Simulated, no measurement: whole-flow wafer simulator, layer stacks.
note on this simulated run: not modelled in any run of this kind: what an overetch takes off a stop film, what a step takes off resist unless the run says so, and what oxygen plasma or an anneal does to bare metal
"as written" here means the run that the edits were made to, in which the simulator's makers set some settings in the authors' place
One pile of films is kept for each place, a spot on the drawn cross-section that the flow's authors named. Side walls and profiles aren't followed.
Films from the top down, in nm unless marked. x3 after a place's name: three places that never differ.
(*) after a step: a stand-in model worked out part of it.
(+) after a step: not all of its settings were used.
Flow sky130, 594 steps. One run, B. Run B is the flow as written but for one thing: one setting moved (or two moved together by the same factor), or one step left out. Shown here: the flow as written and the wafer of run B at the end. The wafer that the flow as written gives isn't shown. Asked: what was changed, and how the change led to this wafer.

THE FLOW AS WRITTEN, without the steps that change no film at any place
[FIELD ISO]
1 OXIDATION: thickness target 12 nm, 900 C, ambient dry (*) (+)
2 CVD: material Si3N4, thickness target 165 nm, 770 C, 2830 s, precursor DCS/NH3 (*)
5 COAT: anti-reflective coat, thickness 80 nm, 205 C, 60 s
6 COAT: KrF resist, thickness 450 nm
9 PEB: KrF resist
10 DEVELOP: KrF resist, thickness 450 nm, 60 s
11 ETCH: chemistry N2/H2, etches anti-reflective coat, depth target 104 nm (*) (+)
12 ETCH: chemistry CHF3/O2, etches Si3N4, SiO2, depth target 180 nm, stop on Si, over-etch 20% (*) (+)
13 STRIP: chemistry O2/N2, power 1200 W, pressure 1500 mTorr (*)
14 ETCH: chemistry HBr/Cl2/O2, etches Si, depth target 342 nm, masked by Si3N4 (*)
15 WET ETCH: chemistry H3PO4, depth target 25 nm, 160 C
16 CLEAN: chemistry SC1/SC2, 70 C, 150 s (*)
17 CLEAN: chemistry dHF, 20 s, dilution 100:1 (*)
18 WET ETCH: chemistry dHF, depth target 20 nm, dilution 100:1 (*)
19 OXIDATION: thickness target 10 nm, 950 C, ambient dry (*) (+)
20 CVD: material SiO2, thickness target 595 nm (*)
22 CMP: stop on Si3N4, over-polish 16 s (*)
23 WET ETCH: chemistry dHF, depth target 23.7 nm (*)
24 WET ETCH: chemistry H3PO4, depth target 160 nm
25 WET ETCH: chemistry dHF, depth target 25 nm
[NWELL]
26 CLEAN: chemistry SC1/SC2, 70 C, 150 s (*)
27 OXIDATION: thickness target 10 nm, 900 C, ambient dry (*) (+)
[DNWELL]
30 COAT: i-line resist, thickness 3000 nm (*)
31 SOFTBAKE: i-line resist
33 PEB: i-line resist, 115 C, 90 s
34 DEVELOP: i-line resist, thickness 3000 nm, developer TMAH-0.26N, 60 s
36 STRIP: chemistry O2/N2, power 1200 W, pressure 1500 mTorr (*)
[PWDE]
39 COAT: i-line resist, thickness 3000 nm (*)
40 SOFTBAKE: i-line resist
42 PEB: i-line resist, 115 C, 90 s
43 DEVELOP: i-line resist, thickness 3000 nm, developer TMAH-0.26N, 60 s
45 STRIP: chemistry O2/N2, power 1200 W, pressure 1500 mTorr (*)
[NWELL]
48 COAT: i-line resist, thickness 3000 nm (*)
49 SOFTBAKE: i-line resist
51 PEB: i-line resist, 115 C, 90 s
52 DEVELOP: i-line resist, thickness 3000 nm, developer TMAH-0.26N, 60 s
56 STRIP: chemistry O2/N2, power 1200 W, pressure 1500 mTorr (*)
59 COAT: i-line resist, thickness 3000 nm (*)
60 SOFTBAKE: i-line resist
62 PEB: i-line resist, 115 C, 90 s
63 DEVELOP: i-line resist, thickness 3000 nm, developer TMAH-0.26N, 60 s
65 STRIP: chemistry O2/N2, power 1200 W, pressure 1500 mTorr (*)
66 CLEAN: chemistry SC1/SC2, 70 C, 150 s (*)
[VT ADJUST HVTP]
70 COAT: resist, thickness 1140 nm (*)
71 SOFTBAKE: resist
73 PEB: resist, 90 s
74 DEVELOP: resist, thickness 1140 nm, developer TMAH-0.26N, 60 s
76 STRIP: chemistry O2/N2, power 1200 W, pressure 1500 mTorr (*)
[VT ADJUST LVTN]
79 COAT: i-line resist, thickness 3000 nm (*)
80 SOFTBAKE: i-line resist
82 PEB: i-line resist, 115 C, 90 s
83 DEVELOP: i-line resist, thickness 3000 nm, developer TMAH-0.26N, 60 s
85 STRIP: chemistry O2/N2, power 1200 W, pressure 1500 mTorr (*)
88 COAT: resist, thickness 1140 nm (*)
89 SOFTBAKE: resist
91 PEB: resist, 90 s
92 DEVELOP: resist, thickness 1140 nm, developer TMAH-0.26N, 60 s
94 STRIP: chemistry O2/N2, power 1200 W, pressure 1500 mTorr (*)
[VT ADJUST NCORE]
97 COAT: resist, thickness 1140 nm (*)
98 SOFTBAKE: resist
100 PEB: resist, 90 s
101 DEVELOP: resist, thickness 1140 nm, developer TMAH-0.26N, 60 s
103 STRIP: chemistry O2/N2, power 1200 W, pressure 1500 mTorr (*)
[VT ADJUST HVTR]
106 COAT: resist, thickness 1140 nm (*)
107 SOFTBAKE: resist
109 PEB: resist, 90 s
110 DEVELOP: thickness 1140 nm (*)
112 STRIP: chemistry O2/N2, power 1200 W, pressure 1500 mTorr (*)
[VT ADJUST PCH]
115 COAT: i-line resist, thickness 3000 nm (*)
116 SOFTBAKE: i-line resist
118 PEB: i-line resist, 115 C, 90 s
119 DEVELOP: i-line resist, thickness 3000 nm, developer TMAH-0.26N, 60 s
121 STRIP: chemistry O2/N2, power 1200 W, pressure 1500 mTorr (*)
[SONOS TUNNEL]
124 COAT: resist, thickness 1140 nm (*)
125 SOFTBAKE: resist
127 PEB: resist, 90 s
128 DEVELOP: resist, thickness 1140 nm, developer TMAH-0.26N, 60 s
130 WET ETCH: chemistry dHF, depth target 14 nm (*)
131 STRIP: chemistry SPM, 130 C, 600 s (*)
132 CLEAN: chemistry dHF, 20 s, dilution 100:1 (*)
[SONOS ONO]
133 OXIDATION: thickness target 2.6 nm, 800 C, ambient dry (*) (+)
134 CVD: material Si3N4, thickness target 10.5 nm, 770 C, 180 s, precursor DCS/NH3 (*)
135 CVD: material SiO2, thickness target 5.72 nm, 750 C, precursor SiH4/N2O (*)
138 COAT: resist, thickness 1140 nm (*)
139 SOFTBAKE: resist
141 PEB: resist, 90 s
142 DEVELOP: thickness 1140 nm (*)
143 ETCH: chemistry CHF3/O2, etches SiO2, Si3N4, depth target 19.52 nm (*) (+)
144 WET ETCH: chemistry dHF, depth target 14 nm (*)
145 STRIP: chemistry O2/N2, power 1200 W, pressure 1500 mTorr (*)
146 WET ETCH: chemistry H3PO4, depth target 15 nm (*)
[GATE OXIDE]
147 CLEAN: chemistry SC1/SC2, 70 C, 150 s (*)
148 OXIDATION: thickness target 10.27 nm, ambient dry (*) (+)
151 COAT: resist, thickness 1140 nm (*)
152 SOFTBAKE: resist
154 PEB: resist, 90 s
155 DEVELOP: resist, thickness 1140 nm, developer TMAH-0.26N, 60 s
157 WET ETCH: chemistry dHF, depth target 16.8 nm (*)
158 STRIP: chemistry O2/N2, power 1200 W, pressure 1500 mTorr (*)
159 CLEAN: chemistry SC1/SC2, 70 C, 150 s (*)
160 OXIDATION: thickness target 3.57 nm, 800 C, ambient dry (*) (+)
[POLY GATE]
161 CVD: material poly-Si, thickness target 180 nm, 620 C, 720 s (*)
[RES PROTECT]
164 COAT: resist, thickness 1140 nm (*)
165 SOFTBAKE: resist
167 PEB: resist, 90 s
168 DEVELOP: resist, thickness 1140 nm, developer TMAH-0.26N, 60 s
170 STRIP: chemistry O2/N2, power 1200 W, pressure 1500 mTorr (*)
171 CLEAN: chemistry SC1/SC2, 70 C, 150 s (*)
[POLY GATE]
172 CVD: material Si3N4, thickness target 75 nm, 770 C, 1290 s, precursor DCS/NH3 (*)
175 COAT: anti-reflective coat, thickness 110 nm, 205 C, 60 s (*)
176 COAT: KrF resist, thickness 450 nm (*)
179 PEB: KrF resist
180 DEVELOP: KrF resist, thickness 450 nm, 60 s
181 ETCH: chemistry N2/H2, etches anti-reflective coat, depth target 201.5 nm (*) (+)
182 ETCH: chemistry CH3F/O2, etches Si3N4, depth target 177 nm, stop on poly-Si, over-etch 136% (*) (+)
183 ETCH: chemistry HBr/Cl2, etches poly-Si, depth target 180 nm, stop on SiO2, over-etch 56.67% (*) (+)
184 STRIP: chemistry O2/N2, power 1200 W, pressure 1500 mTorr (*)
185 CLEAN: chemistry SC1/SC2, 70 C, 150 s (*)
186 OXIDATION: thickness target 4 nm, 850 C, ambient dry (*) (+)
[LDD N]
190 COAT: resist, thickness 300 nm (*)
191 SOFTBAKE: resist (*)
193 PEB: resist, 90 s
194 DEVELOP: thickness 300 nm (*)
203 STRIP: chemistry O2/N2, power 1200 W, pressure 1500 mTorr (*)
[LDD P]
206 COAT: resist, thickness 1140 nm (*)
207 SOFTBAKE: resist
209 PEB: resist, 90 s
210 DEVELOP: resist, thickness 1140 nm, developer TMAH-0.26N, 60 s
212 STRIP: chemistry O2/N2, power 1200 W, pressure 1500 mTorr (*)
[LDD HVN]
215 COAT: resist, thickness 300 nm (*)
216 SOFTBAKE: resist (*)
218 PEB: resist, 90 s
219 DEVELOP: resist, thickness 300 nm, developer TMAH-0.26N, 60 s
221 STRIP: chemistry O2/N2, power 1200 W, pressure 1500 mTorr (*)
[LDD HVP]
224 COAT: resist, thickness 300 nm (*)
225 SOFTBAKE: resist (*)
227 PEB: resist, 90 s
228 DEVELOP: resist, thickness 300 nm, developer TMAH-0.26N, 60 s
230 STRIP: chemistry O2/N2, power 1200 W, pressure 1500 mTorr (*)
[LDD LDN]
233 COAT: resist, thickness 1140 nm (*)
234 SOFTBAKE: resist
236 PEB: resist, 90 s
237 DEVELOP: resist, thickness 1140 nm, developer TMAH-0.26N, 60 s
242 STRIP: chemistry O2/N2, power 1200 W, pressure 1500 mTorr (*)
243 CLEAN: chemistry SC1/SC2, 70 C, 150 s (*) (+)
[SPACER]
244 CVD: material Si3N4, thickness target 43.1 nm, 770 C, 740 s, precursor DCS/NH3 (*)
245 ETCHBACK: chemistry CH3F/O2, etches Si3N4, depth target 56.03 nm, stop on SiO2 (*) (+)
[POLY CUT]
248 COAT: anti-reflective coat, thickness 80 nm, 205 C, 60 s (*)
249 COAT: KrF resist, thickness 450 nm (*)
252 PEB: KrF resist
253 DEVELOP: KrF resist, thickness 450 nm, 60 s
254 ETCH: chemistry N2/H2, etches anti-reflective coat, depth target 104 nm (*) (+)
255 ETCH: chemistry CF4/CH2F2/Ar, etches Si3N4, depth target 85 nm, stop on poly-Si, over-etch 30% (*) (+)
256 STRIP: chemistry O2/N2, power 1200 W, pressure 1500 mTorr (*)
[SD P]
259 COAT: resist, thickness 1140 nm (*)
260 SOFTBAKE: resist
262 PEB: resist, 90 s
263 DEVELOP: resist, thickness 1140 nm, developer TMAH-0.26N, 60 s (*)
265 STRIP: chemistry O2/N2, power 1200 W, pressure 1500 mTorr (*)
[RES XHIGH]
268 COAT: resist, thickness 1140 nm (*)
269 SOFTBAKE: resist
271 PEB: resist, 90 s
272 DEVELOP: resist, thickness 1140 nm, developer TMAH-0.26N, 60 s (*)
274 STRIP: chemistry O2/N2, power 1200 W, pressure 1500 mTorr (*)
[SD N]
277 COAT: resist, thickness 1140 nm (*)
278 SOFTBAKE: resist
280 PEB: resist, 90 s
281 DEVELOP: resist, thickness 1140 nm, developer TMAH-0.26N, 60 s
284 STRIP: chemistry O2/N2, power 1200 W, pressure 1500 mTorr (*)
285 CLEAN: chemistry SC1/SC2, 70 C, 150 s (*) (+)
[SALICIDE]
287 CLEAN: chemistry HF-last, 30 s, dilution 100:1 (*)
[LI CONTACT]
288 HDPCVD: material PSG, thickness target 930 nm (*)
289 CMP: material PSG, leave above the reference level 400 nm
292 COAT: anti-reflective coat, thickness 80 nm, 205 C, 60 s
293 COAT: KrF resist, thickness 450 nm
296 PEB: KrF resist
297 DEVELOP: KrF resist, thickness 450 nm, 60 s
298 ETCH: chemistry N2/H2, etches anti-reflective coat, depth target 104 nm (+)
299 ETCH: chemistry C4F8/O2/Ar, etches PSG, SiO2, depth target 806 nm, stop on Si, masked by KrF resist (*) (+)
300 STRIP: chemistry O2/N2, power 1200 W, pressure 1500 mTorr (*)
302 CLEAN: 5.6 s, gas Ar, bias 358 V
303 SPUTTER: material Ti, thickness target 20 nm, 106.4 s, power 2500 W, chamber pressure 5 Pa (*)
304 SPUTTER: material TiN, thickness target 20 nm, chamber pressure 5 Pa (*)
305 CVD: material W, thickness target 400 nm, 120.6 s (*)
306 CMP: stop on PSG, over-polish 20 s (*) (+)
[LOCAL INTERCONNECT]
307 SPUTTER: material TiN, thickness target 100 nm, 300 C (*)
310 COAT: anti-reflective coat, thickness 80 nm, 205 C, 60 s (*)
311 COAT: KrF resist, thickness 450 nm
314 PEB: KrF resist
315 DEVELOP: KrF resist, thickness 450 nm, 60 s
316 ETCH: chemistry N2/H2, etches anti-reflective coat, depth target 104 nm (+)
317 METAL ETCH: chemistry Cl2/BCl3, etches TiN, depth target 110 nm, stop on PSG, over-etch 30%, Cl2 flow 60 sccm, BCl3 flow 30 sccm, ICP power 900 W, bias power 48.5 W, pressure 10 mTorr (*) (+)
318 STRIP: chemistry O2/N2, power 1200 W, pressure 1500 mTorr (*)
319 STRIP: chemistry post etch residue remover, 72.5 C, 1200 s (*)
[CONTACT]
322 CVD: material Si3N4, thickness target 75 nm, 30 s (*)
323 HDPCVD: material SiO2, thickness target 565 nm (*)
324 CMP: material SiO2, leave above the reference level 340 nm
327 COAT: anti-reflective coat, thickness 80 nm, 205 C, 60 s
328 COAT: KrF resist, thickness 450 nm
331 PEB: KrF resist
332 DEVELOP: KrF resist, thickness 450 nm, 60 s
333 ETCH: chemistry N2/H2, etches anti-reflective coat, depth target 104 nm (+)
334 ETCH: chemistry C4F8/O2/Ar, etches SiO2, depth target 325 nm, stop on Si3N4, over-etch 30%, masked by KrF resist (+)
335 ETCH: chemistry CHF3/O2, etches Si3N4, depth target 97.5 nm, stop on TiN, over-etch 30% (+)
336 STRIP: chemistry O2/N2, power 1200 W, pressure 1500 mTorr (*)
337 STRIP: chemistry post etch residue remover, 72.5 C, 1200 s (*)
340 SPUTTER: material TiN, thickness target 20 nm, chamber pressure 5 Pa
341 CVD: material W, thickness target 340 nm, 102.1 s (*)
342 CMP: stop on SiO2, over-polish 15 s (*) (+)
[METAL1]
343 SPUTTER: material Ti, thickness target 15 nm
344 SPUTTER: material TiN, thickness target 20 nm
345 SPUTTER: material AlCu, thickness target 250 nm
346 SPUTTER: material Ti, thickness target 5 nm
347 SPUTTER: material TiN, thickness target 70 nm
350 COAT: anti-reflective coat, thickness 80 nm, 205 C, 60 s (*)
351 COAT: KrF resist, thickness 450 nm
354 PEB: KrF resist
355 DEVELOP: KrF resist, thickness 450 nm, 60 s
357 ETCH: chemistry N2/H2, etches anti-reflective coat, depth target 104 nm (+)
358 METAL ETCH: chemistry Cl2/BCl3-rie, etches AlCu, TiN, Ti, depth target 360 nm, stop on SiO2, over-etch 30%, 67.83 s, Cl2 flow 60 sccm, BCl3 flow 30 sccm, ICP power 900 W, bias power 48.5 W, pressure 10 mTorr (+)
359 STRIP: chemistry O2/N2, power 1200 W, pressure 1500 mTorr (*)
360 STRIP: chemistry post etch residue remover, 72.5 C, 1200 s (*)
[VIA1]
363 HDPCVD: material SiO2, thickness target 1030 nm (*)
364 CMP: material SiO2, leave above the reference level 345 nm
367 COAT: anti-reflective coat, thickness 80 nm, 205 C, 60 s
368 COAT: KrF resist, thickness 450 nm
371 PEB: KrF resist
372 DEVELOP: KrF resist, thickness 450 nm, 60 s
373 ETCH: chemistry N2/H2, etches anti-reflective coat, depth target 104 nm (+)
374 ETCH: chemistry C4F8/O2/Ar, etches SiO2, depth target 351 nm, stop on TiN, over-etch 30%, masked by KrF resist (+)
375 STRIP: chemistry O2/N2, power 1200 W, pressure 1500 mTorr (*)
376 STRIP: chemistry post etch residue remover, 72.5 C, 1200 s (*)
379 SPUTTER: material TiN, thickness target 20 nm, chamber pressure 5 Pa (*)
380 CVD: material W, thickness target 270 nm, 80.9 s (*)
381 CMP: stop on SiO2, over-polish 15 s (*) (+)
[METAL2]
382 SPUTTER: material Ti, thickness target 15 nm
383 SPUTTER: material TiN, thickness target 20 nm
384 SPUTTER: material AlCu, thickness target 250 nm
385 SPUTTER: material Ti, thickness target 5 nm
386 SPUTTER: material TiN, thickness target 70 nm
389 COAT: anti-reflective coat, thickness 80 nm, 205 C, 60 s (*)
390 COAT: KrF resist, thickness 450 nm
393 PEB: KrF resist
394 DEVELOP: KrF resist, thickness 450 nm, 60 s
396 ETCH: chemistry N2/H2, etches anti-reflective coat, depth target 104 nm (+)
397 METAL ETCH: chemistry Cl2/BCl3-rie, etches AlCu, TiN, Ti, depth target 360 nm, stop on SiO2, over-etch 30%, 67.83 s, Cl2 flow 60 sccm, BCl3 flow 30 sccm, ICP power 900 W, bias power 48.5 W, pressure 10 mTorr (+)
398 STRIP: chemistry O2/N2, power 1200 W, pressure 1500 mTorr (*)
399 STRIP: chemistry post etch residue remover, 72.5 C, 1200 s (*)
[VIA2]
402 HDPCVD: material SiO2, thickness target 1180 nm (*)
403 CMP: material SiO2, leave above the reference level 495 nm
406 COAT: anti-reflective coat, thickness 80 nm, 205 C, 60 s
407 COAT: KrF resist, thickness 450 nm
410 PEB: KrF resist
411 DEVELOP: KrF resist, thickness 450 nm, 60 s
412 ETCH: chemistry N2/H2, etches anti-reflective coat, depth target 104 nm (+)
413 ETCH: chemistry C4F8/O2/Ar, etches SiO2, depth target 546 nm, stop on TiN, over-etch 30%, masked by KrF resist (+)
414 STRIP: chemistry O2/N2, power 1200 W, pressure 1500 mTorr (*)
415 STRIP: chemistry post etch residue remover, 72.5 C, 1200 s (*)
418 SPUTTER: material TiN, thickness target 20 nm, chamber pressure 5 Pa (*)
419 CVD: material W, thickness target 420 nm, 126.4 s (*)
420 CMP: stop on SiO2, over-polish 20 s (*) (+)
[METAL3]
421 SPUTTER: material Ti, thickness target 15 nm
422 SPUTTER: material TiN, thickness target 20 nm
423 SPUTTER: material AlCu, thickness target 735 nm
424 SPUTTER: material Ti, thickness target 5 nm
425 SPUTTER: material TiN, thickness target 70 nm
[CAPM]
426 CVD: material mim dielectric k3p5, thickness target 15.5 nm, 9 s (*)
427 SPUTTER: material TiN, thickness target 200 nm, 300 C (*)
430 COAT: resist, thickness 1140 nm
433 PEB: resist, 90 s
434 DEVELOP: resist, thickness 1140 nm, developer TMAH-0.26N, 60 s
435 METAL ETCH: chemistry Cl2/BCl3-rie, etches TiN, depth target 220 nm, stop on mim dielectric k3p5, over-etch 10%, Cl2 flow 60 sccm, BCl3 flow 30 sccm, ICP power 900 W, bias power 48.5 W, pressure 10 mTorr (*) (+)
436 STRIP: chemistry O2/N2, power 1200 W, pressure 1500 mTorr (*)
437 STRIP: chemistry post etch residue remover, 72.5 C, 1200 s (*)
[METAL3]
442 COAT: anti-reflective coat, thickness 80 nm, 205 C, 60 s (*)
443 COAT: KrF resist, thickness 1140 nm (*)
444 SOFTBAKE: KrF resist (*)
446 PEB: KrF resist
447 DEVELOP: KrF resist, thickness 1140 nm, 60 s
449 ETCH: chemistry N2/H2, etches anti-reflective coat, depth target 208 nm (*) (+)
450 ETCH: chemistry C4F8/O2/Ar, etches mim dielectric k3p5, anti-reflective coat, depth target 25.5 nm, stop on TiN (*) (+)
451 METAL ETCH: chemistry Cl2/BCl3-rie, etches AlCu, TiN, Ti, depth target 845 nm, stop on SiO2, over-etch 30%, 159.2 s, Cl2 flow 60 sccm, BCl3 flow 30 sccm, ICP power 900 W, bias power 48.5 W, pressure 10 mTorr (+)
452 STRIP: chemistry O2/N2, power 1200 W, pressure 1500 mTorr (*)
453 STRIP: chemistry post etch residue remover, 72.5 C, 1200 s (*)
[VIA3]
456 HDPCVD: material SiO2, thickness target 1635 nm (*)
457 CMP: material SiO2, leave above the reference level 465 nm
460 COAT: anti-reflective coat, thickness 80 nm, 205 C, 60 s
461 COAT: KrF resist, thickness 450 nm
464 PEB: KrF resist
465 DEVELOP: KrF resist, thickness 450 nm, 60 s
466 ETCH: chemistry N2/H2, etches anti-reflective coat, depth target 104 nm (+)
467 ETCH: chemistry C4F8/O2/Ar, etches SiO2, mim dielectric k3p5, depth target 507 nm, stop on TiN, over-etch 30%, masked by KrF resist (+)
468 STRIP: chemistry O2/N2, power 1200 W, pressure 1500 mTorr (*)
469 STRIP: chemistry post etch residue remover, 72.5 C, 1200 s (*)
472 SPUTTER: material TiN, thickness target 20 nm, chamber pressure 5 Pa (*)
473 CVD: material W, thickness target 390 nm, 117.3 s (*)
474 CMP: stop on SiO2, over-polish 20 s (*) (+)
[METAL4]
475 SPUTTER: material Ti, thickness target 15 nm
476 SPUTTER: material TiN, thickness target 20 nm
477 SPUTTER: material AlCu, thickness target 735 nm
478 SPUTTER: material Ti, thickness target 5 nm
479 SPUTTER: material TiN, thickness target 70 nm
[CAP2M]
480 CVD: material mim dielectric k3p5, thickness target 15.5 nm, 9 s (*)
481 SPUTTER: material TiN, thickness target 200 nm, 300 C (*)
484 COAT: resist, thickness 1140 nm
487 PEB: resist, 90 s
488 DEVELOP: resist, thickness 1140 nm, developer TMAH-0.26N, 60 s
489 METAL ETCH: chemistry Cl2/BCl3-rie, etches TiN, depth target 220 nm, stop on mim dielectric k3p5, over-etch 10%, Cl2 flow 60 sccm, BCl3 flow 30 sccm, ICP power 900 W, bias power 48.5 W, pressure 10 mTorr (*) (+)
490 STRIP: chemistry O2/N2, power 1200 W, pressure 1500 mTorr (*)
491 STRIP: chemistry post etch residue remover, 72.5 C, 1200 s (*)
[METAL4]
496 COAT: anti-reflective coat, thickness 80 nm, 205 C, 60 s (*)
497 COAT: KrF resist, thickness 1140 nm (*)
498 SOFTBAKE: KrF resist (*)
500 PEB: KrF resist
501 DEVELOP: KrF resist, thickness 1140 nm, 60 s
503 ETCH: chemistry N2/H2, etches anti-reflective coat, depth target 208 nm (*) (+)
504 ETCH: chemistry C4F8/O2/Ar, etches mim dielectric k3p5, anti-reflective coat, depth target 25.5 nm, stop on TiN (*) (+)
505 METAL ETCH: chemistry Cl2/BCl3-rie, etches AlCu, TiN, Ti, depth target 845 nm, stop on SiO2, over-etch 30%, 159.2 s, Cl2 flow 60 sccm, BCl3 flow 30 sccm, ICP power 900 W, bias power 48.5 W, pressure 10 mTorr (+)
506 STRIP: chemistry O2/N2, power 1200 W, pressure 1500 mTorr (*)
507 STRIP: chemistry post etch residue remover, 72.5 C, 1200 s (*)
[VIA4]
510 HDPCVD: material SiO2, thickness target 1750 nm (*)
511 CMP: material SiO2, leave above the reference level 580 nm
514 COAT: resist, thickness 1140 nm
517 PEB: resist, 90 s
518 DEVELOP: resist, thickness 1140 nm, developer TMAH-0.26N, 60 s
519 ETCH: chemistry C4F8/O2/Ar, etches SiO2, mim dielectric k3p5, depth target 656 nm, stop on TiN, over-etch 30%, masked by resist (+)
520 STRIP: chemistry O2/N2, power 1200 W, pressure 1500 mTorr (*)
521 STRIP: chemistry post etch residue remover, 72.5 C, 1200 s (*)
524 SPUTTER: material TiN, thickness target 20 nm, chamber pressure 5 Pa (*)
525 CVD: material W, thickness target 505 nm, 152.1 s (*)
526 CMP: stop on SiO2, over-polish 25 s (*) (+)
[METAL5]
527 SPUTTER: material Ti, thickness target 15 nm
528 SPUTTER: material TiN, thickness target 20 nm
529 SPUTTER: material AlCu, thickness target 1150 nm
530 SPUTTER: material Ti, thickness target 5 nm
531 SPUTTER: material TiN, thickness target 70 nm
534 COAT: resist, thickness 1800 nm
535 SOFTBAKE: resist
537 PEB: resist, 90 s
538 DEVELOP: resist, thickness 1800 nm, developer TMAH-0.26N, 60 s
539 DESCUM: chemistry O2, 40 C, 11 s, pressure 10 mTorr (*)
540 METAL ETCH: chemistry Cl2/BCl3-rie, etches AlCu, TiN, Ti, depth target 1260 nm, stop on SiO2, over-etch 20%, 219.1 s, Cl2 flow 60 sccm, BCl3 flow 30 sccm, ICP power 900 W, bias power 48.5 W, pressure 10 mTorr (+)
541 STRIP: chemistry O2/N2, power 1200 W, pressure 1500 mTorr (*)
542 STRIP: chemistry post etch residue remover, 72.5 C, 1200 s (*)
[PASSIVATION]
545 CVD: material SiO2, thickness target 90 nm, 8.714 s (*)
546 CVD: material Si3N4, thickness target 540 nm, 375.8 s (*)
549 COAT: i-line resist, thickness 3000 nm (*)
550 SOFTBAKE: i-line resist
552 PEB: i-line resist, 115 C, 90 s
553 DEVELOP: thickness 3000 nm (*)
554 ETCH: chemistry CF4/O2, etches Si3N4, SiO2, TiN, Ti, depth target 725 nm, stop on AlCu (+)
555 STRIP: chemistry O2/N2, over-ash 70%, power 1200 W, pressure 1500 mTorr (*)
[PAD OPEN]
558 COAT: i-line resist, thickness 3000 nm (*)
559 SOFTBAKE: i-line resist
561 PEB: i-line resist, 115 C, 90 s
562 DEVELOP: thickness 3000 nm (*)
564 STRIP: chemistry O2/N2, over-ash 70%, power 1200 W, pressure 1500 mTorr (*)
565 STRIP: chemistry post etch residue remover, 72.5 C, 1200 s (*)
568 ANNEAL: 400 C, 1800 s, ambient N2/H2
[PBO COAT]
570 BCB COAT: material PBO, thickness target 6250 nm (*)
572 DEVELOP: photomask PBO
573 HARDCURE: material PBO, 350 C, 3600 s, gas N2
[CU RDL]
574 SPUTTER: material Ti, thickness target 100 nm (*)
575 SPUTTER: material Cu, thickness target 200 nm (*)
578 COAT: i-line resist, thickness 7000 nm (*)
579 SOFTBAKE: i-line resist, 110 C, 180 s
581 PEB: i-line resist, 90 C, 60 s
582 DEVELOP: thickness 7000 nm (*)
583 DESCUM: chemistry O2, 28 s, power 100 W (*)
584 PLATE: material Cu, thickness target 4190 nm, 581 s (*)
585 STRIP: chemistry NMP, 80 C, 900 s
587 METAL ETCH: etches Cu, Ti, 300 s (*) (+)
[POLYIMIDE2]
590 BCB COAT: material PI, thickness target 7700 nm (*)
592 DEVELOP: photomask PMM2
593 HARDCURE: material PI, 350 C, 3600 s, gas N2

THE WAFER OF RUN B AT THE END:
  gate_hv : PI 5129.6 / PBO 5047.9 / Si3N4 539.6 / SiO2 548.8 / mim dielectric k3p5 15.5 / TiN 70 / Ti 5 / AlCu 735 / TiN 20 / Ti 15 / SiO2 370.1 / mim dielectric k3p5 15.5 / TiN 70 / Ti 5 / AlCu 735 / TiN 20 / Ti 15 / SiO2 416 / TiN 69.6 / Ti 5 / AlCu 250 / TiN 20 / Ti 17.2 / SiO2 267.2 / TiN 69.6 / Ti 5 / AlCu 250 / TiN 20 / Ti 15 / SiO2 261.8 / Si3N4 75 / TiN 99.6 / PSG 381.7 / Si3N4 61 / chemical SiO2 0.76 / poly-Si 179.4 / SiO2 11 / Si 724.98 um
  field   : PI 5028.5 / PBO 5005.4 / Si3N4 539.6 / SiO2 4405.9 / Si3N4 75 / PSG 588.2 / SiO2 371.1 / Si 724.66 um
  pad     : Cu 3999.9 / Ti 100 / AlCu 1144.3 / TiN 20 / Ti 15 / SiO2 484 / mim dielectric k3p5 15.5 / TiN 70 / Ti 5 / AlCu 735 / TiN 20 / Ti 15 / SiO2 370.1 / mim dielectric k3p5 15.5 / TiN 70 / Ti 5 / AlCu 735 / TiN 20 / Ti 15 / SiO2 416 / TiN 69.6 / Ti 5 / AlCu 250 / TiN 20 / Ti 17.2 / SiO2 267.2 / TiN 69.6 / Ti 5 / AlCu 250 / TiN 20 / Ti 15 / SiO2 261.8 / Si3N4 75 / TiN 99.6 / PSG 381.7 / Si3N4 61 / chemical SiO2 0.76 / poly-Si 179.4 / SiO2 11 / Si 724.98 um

The cause: step 382, SPUTTER: thickness target 17.2 nm was run, where the flow has thickness target 15 nm.
It can be read off the wafer: gate_hv has Ti 17.2, and step 382 as written asks for 15 nm.

How the change led to this, step by step:
  382 SPUTTER: material Ti, thickness target 15 nm
      field, active, n_well and 188 more: Ti +17.2 (new film) (as written it would be: Ti +15 (new film))
  397 METAL ETCH: chemistry Cl2/BCl3-rie, etches AlCu, TiN, Ti, depth target 360 nm, stop on SiO2, over-etch 30%, 67.83 s, Cl2 flow 60 sccm, BCl3 flow 30 sccm, ICP power 900 W, bias power 48.5 W, pressure 10 mTorr (+)
      field, active, gate and 82 more: TiN -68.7 (all of it), Ti -5 (all of it), AlCu -250 (all of it), TiN -20 (all of it), Ti -17.2 (all of it), SiO2 -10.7 (as written it would be: TiN -68.7 (all of it), Ti -5 (all of it), AlCu -250 (all of it), TiN -20 (all of it), Ti -15 (all of it), SiO2 -10.9)
